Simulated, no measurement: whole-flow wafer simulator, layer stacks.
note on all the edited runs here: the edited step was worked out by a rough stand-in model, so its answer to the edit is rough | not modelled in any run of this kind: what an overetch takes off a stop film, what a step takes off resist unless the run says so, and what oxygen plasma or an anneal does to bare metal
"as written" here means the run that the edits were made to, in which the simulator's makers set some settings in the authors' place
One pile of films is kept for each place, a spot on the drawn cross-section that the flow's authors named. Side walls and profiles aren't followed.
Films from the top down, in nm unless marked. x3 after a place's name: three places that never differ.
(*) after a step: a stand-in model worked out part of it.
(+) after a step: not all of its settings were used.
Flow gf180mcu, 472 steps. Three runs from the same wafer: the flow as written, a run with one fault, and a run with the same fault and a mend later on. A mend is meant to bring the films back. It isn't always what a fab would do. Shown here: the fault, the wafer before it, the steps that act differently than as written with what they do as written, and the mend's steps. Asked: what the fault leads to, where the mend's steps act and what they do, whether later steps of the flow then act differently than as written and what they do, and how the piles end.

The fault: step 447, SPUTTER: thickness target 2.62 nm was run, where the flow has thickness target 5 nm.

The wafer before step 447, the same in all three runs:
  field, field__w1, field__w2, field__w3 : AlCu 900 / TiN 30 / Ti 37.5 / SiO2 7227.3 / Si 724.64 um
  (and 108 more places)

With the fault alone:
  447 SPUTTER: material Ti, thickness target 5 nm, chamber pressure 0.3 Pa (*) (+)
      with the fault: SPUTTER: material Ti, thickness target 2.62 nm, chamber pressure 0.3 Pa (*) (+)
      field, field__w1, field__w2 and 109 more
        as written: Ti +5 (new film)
        with the fault: Ti +2.62 (new film)
  Later steps of the flow that act differently than as written (4 more steps differ only slightly, by at most 2% or 0.5 nm, whichever is larger, and aren't shown):
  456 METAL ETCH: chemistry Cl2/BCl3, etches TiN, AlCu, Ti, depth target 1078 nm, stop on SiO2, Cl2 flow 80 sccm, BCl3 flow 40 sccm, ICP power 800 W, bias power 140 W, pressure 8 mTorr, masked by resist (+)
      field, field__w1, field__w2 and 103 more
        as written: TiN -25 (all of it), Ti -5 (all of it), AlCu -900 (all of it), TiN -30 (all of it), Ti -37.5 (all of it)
        with the fault: TiN -25 (all of it), Ti -2.62 (all of it), AlCu -900 (all of it), TiN -30 (all of it), Ti -37.5 (all of it)
  At the end the piles differ from the flow's by more than 2% or 0.5 nm, whichever is larger, at field__w8, contact, m1, m1__w1, pad, m1_nw.
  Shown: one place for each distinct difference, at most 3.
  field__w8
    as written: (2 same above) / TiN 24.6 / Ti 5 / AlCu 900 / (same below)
    with the fault: (2 same above) / TiN 24.6 / Ti 2.62 / AlCu 900 / (same below)
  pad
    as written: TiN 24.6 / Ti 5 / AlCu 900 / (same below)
    with the fault: TiN 24.6 / Ti 2.62 / AlCu 900 / (same below)

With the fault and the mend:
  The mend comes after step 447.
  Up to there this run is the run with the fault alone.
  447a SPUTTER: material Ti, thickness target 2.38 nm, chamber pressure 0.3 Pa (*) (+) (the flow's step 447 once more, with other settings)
      field, field__w1, field__w2 and 109 more
        Ti +2.38
  No later step of the flow acts differently than as written at any place that is followed.
  At the end the piles are the same as the flow's at every place that both follow.
